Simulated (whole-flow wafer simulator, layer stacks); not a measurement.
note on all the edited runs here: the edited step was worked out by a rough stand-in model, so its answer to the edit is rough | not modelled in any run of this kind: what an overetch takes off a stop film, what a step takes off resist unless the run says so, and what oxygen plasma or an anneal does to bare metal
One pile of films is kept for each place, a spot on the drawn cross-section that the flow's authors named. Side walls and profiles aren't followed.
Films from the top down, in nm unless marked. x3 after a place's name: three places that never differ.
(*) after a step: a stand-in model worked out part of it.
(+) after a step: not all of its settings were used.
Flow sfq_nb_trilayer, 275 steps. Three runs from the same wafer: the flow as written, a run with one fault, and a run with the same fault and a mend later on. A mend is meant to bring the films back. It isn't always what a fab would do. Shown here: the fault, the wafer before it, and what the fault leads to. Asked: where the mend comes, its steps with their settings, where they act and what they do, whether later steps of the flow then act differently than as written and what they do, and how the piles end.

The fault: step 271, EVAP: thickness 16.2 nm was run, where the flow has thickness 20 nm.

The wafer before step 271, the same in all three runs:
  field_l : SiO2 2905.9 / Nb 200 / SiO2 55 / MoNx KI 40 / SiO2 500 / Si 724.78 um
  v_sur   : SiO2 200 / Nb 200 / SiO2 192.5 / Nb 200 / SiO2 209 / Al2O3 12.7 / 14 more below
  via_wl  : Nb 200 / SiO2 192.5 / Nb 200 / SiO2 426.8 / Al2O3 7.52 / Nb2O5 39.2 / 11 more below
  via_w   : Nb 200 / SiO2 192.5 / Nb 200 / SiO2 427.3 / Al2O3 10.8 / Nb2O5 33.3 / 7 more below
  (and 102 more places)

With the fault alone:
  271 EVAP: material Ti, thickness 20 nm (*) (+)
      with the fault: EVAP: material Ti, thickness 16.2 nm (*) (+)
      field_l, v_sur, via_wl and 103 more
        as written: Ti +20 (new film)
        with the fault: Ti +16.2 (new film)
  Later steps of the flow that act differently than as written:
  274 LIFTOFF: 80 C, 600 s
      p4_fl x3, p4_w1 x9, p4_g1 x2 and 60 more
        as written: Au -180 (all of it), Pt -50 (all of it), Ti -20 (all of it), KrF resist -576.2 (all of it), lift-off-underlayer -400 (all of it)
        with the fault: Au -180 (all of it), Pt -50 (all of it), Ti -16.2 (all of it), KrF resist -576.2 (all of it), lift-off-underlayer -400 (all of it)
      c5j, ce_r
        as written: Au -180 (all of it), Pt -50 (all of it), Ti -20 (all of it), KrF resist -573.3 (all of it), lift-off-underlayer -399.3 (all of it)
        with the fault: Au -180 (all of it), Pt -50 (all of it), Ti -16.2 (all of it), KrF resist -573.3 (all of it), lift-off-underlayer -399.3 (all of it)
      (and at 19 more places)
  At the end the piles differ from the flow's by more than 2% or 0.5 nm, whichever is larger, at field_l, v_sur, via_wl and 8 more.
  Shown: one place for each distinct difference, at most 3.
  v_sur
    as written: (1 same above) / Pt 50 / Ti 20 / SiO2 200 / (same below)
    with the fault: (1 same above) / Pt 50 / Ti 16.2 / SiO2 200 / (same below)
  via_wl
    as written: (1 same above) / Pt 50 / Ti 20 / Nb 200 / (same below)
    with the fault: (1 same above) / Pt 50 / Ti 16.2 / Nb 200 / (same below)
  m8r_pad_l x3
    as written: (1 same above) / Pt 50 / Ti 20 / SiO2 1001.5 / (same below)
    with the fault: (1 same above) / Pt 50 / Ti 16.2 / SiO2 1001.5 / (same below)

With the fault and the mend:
  The mend comes after step 271.
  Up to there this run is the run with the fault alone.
  271a EVAP: material Ti, thickness 3.8 nm (*) (+) (the flow's step 271 once more, with other settings)
      field_l, v_sur, via_wl and 103 more
        Ti +3.8
  No later step of the flow acts differently than as written at any place that is followed.
  At the end the piles are the same as the flow's at every place that both follow.
